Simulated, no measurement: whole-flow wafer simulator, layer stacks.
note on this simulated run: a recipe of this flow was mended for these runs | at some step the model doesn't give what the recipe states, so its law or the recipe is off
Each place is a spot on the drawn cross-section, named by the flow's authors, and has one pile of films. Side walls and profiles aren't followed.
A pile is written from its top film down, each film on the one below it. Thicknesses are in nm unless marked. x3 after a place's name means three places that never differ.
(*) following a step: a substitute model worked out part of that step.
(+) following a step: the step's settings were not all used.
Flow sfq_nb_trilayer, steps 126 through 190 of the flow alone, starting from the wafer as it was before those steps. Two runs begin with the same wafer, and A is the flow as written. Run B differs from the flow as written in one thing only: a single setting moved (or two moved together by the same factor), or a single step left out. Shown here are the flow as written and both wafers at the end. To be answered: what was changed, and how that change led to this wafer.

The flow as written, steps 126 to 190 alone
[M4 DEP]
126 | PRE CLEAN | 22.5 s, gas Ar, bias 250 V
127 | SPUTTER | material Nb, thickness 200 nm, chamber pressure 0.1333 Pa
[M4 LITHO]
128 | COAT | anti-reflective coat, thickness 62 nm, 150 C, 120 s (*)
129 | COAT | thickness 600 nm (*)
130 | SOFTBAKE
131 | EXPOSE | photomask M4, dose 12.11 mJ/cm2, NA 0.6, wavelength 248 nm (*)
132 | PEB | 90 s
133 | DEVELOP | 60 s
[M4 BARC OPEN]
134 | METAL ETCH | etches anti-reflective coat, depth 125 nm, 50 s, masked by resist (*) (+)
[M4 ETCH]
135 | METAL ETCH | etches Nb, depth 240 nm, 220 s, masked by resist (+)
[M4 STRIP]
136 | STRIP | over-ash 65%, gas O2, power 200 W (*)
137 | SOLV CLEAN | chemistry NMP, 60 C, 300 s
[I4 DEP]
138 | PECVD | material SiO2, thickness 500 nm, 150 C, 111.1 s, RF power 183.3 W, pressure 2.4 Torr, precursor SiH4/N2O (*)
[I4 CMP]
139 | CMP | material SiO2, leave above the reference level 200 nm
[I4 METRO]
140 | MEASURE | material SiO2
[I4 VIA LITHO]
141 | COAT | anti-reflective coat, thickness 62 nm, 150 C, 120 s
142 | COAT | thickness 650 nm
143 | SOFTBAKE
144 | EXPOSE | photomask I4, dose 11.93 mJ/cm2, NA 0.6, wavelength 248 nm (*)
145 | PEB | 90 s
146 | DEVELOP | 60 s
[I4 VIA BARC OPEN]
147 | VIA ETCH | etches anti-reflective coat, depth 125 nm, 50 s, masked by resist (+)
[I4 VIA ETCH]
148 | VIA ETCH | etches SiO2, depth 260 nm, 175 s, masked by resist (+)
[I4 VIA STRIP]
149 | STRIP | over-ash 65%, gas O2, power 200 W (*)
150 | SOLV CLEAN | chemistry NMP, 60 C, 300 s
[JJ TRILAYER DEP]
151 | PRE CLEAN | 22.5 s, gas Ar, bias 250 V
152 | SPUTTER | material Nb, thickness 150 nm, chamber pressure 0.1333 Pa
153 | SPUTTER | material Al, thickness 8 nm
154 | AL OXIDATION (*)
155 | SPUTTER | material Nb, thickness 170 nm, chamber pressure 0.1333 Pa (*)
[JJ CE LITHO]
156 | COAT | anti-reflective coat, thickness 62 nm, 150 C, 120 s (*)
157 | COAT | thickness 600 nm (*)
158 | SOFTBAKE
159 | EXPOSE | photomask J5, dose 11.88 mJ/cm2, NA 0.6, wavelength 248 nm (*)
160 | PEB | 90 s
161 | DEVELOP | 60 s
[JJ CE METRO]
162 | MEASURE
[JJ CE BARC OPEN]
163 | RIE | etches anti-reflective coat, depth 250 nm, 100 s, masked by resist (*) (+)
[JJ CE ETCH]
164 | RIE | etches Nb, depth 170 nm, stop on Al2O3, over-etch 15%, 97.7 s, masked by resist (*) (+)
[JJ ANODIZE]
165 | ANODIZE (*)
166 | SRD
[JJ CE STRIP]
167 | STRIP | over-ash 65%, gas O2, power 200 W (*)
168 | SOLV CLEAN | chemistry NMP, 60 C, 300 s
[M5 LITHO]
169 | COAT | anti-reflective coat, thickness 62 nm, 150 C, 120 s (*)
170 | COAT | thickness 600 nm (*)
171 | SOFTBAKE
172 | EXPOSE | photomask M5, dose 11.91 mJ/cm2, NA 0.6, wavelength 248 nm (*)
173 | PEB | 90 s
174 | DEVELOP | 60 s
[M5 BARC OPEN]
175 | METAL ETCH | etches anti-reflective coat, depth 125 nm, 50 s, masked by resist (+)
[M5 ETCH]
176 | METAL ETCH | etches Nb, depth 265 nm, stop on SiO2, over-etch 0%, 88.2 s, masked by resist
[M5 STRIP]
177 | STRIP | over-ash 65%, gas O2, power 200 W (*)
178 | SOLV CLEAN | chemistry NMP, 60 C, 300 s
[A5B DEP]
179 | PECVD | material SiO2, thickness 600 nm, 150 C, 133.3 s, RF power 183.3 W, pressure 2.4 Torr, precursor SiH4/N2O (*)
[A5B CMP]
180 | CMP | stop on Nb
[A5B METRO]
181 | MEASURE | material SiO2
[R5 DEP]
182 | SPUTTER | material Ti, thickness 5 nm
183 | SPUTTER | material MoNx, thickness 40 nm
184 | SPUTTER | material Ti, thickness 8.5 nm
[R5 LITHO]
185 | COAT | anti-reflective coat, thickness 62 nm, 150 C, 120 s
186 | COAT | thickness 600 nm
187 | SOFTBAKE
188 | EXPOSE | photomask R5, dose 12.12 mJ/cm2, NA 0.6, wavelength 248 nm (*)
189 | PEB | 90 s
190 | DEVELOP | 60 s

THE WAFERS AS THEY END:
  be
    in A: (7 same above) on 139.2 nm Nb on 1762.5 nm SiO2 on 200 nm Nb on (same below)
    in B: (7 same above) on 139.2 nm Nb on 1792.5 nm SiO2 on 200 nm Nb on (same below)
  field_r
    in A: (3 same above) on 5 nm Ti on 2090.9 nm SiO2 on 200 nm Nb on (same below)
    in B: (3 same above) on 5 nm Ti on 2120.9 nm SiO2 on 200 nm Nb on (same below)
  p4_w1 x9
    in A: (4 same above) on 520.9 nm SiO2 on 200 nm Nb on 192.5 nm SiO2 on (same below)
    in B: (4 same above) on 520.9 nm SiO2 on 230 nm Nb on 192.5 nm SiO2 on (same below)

The reason: step 127, SPUTTER: thickness 230 nm was run, whereas the flow has thickness 200 nm.
One can read it off the wafer: p4_w1 x9 has Nb 230, and step 127 as written asks for 200 nm.

How this came from the change, step by step:
  127 | SPUTTER | material Nb, thickness 200 nm, chamber pressure 0.1333 Pa
      field_l, v_sur, via_wl and 102 more: A Nb gains 200 (new film) | B Nb gains 230 (new film)
      via_v: A Nb gains 164.5 | B Nb gains 189.4
  135 | METAL ETCH | etches Nb, depth 240 nm, 220 s, masked by resist (+)
      field_l, be, be_sur and 64 more: A Nb loses 200 (all of it), SiO2 loses 4 | B Nb loses 230 (all of it), SiO2 loses 1
  138 | PECVD | material SiO2, thickness 500 nm, 150 C, 111.1 s, RF power 183.3 W, pressure 2.4 Torr, precursor SiH4/N2O (*)
      p3_s0 x6: A SiO2 gains 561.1 | B SiO2 gains 588.1
  139 | CMP | material SiO2, leave above the reference level 200 nm
      field_l, be, be_sur and 55 more: A SiO2 loses 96 | B SiO2 loses 69
      lsp_r, l0_sur, l0v: A SiO2 loses 87.7 | B SiO2 loses 59.7
